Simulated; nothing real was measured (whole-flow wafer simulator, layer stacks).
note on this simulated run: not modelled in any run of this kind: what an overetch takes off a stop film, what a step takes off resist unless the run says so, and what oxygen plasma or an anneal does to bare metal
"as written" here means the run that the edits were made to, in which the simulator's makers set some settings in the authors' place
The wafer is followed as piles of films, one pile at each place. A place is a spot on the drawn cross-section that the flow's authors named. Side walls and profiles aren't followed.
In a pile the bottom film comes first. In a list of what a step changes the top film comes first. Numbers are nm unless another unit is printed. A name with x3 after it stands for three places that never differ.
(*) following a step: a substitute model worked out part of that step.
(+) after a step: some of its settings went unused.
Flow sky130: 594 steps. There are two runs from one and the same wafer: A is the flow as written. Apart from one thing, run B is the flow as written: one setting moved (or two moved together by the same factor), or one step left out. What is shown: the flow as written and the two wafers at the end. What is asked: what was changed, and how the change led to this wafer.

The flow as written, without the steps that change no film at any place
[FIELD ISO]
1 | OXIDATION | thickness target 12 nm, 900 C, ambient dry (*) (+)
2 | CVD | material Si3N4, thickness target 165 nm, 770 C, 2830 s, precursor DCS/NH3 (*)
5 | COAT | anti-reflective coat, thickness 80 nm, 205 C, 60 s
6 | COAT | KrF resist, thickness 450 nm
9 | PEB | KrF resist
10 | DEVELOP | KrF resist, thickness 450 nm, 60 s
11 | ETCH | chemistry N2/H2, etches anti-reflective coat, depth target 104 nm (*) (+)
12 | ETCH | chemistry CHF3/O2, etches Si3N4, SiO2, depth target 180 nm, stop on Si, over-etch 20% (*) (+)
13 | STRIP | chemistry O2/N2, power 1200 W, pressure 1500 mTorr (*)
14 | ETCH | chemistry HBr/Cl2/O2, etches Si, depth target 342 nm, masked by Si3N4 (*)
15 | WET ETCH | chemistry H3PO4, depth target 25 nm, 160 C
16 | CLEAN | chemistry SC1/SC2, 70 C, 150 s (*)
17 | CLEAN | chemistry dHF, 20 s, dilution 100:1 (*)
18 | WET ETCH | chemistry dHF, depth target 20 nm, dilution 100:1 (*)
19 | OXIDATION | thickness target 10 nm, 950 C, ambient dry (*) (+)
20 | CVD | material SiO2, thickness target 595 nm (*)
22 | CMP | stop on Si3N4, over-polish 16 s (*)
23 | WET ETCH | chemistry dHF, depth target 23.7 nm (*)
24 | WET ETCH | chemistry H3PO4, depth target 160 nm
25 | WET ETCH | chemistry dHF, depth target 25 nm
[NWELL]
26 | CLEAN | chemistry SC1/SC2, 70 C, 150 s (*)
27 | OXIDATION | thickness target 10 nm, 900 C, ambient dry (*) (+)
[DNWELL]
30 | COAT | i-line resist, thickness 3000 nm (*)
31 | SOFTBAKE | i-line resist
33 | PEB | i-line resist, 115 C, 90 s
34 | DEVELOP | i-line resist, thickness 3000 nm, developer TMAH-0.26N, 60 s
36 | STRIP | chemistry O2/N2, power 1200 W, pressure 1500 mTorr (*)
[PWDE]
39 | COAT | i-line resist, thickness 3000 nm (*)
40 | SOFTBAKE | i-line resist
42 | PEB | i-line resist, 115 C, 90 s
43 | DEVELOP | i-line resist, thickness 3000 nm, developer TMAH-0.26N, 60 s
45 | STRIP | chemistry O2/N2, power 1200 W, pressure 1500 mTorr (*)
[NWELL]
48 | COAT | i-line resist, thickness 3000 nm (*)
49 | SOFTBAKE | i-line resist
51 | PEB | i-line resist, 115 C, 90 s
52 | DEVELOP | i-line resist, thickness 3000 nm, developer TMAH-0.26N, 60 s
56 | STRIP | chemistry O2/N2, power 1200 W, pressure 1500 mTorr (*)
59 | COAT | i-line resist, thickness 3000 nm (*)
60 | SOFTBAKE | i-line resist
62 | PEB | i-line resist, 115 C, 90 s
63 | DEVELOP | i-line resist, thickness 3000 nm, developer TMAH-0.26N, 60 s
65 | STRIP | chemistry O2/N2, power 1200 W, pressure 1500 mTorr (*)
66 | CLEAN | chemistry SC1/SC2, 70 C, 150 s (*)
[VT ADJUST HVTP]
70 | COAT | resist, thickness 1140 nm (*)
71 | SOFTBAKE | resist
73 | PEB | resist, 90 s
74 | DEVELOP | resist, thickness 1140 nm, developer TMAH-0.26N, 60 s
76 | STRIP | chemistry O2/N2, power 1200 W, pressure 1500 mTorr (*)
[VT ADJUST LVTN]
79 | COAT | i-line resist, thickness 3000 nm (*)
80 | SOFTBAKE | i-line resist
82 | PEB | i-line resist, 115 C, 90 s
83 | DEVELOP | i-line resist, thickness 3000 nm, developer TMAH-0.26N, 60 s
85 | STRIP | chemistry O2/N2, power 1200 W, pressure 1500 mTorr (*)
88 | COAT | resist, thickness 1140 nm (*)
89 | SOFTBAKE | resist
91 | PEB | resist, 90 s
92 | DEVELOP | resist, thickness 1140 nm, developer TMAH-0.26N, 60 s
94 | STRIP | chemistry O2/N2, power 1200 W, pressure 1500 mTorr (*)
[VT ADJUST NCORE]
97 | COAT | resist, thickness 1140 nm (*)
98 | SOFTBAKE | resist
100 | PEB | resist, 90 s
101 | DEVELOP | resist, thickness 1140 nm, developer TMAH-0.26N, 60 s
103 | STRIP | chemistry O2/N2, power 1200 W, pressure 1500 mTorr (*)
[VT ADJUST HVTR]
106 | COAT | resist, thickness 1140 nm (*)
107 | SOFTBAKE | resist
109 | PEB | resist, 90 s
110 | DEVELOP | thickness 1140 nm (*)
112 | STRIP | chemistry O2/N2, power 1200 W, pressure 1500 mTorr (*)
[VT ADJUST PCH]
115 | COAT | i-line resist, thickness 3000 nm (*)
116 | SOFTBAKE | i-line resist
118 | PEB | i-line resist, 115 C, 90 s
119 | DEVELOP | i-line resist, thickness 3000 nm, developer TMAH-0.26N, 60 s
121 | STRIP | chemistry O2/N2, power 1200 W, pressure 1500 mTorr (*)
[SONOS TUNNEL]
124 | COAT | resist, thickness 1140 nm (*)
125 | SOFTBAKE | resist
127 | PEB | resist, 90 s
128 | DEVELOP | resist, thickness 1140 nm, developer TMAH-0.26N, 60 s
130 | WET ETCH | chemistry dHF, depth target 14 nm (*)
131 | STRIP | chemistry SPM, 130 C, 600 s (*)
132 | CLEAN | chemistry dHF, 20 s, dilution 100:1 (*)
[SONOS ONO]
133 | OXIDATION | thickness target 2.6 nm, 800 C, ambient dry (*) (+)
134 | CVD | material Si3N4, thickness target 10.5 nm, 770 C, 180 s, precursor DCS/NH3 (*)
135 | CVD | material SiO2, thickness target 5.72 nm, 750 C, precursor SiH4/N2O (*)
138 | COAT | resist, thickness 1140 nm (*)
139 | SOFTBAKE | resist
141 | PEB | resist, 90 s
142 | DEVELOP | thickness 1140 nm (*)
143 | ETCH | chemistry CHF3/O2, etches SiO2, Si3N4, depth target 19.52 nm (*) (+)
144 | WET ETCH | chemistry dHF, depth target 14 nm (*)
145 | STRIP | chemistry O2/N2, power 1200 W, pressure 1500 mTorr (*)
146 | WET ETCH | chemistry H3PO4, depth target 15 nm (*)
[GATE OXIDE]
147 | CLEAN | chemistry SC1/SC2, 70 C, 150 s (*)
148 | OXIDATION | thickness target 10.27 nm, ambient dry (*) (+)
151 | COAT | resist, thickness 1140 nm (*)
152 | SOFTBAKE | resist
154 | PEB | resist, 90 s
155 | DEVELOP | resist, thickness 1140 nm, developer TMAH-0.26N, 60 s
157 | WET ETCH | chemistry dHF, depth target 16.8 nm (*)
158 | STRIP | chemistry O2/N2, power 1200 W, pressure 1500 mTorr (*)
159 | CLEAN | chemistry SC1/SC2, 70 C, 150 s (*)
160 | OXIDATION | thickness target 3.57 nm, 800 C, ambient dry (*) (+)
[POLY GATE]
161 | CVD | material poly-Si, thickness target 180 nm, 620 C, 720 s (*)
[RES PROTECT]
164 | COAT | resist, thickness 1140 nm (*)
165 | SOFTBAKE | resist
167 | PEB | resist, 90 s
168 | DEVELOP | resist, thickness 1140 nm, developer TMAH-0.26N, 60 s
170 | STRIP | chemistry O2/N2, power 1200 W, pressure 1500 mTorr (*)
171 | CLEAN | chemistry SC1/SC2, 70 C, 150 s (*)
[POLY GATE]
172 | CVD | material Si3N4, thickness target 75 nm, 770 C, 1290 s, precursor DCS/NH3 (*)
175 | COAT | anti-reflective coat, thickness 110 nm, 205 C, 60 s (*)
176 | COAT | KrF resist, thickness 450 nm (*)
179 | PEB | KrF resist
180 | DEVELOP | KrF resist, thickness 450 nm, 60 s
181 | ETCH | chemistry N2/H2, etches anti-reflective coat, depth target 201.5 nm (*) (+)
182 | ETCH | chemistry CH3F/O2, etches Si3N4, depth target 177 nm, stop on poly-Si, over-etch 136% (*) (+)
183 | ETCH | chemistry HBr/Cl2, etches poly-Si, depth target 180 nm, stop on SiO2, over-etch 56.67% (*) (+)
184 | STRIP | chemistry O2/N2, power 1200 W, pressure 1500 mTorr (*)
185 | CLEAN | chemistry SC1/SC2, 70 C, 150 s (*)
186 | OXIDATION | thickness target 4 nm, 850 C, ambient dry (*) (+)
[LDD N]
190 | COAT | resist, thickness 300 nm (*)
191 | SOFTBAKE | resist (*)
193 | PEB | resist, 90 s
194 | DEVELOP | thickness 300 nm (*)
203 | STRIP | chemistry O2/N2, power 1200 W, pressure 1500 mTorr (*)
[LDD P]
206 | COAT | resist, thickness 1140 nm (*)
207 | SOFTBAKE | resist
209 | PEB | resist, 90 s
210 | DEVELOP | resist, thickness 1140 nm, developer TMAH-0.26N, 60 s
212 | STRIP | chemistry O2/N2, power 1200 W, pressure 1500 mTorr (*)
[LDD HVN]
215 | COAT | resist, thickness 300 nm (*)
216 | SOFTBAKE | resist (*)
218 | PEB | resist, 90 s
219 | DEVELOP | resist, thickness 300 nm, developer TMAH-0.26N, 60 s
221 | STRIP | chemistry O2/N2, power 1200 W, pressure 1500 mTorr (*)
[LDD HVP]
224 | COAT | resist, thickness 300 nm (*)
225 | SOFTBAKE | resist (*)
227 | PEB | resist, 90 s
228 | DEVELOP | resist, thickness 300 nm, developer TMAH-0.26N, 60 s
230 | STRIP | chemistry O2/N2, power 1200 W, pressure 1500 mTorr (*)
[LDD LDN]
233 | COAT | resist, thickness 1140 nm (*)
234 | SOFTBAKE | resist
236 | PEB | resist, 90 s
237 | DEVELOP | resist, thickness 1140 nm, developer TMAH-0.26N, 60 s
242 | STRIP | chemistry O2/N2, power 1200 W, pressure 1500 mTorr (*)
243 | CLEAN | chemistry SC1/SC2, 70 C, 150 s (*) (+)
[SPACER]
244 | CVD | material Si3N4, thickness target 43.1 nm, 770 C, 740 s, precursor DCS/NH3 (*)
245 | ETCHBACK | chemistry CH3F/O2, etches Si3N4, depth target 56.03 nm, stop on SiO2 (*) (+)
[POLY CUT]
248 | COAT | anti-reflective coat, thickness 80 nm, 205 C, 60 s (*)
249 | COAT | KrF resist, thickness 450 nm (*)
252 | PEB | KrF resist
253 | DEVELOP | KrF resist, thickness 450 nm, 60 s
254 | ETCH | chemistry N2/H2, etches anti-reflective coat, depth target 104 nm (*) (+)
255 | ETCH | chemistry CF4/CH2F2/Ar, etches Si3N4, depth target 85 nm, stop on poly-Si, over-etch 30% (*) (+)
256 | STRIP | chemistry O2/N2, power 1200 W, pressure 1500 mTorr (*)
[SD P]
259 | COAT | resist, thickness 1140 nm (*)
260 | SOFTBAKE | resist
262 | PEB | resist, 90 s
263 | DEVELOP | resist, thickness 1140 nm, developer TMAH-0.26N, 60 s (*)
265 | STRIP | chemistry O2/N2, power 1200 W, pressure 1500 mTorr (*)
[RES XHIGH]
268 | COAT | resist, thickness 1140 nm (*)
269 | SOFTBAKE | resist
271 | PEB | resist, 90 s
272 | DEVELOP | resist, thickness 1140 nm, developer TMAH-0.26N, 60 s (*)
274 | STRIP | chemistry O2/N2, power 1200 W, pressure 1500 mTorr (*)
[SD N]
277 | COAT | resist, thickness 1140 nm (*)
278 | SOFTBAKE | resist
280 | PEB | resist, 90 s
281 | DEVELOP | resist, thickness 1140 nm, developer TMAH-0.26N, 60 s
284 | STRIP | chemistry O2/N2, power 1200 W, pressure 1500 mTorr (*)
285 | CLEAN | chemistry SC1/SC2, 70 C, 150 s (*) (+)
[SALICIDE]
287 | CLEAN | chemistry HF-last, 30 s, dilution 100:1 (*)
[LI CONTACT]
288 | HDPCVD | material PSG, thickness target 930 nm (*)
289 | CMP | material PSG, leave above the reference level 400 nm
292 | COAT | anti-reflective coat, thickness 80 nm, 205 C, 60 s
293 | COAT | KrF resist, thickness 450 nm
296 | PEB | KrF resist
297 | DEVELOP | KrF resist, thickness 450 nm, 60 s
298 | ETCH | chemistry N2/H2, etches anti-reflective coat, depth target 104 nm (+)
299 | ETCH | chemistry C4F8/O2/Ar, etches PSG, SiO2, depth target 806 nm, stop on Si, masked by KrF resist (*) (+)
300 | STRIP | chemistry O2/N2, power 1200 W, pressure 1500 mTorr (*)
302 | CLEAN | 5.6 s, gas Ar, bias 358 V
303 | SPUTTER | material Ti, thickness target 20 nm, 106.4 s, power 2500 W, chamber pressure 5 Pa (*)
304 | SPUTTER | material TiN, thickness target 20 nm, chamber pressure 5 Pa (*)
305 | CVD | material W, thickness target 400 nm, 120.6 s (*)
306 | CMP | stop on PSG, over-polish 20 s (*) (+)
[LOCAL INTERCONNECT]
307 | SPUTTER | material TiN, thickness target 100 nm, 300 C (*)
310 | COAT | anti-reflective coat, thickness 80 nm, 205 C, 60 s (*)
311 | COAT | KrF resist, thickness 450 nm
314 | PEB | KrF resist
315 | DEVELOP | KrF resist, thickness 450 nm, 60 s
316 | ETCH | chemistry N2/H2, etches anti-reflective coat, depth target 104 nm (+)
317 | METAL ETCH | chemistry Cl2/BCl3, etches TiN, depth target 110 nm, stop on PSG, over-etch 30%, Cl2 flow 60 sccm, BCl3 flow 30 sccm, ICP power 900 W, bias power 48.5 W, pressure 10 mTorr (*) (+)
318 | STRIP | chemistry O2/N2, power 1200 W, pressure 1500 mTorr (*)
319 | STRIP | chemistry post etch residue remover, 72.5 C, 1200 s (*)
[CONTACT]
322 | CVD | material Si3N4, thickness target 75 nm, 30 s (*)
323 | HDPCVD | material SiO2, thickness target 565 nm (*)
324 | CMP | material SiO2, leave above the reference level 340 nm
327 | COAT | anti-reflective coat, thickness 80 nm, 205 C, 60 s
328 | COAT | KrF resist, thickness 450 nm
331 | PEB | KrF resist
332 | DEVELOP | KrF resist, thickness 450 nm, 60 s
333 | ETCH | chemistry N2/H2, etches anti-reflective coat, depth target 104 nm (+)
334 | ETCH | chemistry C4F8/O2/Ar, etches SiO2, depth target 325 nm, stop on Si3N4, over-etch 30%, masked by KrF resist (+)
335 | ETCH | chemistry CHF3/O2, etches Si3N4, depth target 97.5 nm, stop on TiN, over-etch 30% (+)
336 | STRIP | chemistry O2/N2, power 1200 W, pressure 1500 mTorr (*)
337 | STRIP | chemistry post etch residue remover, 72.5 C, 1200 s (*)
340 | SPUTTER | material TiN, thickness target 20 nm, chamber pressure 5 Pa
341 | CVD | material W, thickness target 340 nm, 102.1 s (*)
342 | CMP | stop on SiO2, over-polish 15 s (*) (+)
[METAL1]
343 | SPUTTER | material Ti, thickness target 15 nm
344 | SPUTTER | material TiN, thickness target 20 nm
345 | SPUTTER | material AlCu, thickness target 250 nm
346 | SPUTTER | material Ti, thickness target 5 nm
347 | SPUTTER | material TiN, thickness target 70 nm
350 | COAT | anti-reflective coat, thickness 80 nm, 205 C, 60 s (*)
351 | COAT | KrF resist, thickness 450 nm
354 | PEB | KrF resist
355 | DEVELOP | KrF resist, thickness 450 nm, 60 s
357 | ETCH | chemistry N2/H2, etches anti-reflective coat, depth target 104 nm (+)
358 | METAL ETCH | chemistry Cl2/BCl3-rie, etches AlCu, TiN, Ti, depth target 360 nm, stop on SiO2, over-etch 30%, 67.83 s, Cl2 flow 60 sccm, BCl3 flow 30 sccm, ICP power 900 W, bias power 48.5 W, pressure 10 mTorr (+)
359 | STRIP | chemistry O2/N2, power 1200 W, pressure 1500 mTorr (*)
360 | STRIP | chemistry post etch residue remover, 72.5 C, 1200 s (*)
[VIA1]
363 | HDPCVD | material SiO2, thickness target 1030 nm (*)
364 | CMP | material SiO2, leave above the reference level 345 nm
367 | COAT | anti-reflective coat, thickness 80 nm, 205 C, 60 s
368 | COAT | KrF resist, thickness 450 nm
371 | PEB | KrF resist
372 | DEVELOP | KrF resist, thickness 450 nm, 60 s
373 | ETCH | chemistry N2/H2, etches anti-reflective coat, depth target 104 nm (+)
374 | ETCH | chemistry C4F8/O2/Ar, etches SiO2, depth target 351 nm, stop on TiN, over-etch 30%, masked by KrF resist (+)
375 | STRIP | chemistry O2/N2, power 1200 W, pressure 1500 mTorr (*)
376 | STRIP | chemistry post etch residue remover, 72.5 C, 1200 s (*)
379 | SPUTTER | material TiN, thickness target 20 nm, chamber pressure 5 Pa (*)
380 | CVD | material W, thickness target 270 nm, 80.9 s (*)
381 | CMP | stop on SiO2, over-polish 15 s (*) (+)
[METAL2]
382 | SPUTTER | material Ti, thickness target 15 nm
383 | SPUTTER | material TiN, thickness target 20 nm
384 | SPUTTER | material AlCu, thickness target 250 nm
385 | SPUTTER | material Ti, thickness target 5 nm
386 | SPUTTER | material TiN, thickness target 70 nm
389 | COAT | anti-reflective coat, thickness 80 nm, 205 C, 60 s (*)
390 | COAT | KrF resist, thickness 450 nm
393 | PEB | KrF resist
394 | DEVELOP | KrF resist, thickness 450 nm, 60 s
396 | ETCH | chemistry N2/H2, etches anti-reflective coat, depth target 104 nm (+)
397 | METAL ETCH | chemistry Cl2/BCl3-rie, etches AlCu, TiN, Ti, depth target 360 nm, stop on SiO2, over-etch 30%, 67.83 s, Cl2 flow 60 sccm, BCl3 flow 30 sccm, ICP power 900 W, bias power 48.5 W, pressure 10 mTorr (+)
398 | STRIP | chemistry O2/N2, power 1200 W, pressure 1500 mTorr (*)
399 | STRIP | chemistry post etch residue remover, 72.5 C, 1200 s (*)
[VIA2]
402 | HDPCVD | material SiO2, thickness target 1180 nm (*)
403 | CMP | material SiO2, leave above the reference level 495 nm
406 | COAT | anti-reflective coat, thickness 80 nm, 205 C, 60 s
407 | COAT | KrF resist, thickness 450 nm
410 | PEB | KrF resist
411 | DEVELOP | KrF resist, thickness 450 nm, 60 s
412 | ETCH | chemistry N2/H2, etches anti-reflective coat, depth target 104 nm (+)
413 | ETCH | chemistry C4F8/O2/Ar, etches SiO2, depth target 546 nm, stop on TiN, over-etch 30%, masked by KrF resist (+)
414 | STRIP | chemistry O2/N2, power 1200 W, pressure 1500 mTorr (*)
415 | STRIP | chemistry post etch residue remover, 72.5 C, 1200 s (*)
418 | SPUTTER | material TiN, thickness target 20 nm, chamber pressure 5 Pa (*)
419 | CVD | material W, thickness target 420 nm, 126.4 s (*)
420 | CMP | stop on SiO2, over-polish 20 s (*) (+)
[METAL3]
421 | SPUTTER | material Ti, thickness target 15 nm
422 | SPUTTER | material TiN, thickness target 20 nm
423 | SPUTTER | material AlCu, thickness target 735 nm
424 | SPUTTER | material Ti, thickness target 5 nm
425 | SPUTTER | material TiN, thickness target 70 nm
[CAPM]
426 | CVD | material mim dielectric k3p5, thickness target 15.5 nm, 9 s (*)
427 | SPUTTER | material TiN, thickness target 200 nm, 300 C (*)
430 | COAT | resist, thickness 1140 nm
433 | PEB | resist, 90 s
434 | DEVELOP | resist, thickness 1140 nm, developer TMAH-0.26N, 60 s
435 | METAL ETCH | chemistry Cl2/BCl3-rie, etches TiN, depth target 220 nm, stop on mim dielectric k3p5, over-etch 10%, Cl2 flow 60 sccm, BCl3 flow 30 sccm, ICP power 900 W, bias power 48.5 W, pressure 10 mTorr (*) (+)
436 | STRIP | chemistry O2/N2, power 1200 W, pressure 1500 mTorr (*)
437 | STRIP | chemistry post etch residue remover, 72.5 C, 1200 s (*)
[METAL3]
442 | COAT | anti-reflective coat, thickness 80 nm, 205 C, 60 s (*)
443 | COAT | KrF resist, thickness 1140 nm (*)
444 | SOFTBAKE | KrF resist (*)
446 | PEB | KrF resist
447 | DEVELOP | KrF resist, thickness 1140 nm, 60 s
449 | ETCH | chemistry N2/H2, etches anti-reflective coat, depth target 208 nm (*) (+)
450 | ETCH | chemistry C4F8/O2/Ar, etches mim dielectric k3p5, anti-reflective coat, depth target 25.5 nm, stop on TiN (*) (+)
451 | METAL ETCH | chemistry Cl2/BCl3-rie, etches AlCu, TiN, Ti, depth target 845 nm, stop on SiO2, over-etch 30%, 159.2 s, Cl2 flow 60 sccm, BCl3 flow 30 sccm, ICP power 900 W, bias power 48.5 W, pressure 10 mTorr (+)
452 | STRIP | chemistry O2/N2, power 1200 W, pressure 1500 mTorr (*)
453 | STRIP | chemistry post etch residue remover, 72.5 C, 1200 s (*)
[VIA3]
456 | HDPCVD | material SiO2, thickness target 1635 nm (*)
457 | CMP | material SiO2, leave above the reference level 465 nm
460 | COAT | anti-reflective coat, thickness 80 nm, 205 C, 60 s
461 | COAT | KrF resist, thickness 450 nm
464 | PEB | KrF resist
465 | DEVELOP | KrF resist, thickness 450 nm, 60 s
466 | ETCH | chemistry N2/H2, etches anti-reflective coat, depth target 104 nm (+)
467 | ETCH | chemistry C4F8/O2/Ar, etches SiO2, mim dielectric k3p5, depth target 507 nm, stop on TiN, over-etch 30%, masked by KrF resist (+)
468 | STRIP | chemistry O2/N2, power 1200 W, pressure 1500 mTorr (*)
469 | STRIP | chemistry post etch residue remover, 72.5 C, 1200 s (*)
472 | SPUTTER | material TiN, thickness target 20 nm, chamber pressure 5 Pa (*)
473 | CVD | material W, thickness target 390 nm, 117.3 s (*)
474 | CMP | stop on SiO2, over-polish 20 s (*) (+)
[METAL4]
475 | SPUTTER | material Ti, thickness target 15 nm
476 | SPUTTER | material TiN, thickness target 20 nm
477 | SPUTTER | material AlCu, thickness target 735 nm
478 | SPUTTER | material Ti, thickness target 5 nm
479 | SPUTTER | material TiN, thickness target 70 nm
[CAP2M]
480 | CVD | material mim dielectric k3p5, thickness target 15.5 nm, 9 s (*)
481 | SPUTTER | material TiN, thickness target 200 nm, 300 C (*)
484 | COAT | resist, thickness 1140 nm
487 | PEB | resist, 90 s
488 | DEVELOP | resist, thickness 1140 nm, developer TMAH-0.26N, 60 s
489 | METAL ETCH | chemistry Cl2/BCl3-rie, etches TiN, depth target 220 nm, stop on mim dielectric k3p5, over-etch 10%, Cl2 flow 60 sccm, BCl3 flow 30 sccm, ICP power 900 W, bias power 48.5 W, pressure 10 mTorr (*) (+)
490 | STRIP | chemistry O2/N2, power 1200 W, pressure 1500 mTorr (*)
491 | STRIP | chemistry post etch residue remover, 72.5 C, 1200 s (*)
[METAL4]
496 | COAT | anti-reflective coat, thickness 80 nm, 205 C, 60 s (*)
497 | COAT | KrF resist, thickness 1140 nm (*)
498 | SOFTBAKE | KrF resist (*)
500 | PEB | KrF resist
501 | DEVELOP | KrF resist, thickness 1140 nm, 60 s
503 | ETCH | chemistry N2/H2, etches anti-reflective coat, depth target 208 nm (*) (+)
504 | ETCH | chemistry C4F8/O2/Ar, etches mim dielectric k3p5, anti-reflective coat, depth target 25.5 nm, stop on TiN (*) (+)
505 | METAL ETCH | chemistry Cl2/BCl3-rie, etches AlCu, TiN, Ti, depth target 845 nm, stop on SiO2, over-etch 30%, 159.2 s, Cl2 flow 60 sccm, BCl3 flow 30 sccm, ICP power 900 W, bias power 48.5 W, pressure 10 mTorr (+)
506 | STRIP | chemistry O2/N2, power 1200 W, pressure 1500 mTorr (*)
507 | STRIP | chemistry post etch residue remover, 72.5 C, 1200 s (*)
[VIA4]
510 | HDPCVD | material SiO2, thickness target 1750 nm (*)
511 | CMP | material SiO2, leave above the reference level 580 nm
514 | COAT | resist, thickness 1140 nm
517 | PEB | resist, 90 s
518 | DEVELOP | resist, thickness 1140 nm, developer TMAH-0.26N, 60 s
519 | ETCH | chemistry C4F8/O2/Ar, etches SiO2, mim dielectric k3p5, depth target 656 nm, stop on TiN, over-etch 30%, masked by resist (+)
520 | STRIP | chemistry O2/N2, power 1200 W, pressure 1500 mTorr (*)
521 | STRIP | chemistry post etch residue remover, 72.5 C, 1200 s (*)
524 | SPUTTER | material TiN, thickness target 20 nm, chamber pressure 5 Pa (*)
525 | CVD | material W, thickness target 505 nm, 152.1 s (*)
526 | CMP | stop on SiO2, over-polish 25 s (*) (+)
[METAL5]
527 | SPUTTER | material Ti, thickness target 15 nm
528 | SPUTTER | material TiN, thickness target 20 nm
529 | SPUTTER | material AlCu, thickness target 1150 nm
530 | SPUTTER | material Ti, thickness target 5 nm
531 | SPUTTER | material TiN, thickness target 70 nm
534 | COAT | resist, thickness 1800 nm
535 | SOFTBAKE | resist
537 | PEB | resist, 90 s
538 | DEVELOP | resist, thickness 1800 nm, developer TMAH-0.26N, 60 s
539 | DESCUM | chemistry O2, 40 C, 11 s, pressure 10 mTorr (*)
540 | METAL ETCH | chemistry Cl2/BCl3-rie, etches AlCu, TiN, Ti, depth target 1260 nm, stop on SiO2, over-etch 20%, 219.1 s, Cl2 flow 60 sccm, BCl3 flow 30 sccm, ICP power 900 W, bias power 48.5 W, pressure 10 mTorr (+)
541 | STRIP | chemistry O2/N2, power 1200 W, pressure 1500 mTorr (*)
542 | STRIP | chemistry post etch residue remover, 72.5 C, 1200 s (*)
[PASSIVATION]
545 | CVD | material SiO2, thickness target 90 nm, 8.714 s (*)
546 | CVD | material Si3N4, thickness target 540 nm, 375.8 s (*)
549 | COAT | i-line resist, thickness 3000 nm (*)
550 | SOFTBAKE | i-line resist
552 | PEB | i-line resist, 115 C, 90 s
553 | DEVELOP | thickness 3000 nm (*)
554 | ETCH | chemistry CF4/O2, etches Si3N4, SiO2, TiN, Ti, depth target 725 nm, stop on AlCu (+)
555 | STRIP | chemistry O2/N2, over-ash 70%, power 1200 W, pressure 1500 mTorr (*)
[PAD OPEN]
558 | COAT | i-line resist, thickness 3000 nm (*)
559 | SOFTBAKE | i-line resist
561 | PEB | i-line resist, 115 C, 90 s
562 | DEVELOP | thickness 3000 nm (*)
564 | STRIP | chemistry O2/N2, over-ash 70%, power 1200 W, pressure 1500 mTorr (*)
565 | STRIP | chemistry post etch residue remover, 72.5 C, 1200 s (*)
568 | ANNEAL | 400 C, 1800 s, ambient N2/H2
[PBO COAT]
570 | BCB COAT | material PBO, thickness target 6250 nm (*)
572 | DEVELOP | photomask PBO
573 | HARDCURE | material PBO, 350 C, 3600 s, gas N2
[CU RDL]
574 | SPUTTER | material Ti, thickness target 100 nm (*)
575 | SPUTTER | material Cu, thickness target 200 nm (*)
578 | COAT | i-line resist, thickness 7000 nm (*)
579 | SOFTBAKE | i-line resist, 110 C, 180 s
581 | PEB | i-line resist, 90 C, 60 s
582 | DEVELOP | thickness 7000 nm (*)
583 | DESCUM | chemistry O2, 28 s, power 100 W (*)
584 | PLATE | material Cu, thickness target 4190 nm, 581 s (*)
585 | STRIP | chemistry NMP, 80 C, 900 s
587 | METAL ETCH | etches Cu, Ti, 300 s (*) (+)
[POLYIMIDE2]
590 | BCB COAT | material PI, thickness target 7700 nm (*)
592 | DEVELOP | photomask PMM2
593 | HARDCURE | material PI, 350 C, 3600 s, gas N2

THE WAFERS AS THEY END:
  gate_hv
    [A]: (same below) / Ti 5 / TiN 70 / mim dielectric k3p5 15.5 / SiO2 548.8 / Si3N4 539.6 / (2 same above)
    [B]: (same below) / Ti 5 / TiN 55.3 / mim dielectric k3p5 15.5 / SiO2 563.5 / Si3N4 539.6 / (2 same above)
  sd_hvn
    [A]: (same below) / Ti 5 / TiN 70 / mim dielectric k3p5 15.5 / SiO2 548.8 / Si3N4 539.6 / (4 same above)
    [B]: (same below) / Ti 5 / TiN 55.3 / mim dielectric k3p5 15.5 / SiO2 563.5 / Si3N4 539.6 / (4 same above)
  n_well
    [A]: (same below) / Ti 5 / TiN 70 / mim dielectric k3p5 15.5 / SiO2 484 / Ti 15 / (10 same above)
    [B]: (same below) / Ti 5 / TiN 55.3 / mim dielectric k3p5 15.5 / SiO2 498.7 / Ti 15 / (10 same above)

What caused this: step 479, SPUTTER: thickness target 55.3 nm was run, though the flow has thickness target 70 nm.
One can read it off the wafer: gate_hv has TiN 55.3, and step 479 as written asks for 70 nm.

Step by step, how the change led to this:
  479 | SPUTTER | material TiN, thickness target 70 nm
      field, active, n_well and 189 more: A TiN gains 70 (new film) | B TiN gains 55.3 (new film)
  505 | METAL ETCH | chemistry Cl2/BCl3-rie, etches AlCu, TiN, Ti, depth target 845 nm, stop on SiO2, over-etch 30%, 159.2 s, Cl2 flow 60 sccm, BCl3 flow 30 sccm, ICP power 900 W, bias power 48.5 W, pressure 10 mTorr (+)
      field, active, gate and 70 more: A TiN loses 70 (all of it), Ti loses 5 (all of it), AlCu loses 735 (all of it), TiN loses 20 (all of it), Ti loses 15 (all of it), SiO2 loses 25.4 | B TiN loses 55.3 (all of it), Ti loses 5 (all of it), AlCu loses 735 (all of it), TiN loses 20 (all of it), Ti loses 15 (all of it), SiO2 loses 26.8
      vpp_iso1, mim_edge_plate, m1_ln and 12 more: A TiN loses 70 (all of it), Ti loses 5 (all of it), AlCu loses 735 (all of it), TiN loses 20 (all of it), Ti loses 15 (all of it), SiO2 loses 25.3 | B TiN loses 55.3 (all of it), Ti loses 5 (all of it), AlCu loses 735 (all of it), TiN loses 20 (all of it), Ti loses 15 (all of it), SiO2 loses 26.8
  519 | ETCH | chemistry C4F8/O2/Ar, etches SiO2, mim dielectric k3p5, depth target 656 nm, stop on TiN, over-etch 30%, masked by resist (+)
      m1: A SiO2 loses 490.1 (all of it), mim dielectric k3p5 loses 15.5 (all of it) | B SiO2 loses 504.8 (all of it), mim dielectric k3p5 loses 15.5 (all of it)
      via4_hole: A SiO2 loses 489.5 (all of it), mim dielectric k3p5 loses 15.5 (all of it) | B SiO2 loses 504.2 (all of it), mim dielectric k3p5 loses 15.5 (all of it)
